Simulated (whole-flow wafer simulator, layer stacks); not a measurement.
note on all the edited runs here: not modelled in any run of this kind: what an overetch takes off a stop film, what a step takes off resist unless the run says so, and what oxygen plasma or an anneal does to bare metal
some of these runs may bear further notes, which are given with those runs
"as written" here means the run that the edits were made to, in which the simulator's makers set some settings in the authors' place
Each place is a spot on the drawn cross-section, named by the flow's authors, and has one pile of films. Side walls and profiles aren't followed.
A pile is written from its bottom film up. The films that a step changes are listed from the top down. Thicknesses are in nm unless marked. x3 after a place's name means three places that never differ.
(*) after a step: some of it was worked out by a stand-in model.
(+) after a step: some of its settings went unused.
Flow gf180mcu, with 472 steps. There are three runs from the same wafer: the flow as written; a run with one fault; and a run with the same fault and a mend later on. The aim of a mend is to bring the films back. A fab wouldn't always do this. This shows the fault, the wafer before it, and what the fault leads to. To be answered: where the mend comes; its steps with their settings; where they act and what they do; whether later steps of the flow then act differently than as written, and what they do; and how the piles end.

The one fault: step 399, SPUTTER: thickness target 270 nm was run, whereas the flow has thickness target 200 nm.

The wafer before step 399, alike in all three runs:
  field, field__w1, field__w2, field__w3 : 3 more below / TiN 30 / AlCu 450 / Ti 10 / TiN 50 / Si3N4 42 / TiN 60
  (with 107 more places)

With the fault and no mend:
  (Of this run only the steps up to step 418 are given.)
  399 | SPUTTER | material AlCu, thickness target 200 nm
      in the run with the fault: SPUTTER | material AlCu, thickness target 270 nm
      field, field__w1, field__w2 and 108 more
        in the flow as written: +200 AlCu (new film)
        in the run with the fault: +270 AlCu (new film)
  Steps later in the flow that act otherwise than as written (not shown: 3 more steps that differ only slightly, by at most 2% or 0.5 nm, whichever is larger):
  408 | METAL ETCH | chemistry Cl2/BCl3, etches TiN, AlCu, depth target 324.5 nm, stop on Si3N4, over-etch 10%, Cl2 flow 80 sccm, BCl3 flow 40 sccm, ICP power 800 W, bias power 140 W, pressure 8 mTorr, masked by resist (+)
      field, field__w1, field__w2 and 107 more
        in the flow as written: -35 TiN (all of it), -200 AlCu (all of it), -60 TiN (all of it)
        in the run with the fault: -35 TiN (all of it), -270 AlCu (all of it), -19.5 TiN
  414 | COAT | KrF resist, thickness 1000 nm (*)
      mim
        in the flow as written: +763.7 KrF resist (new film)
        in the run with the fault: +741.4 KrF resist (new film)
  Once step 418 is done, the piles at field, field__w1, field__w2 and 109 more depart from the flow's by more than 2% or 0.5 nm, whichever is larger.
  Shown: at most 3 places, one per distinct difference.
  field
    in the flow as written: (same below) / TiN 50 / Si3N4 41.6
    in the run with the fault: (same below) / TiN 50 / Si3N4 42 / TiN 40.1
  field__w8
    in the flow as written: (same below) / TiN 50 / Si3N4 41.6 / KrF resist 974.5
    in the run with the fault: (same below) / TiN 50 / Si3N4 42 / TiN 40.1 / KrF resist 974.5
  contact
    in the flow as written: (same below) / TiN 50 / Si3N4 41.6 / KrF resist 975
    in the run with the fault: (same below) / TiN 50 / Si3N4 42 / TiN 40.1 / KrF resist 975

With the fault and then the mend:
  After step 399 comes the mend.
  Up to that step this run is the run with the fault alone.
  399a | METAL ETCH | chemistry Cl2/BCl3, etches TiN, AlCu, Ti, depth target 70 nm, Cl2 flow 80 sccm, BCl3 flow 40 sccm, ICP power 800 W, bias power 140 W, pressure 8 mTorr (a further turn of the flow's step 260, with different settings)
      field, field__w1, field__w2 and 108 more
        -70 AlCu
  Every later step of the flow that is run acts as written at every place that is followed.
  The piles end the same as the flow's at every place that both follow.
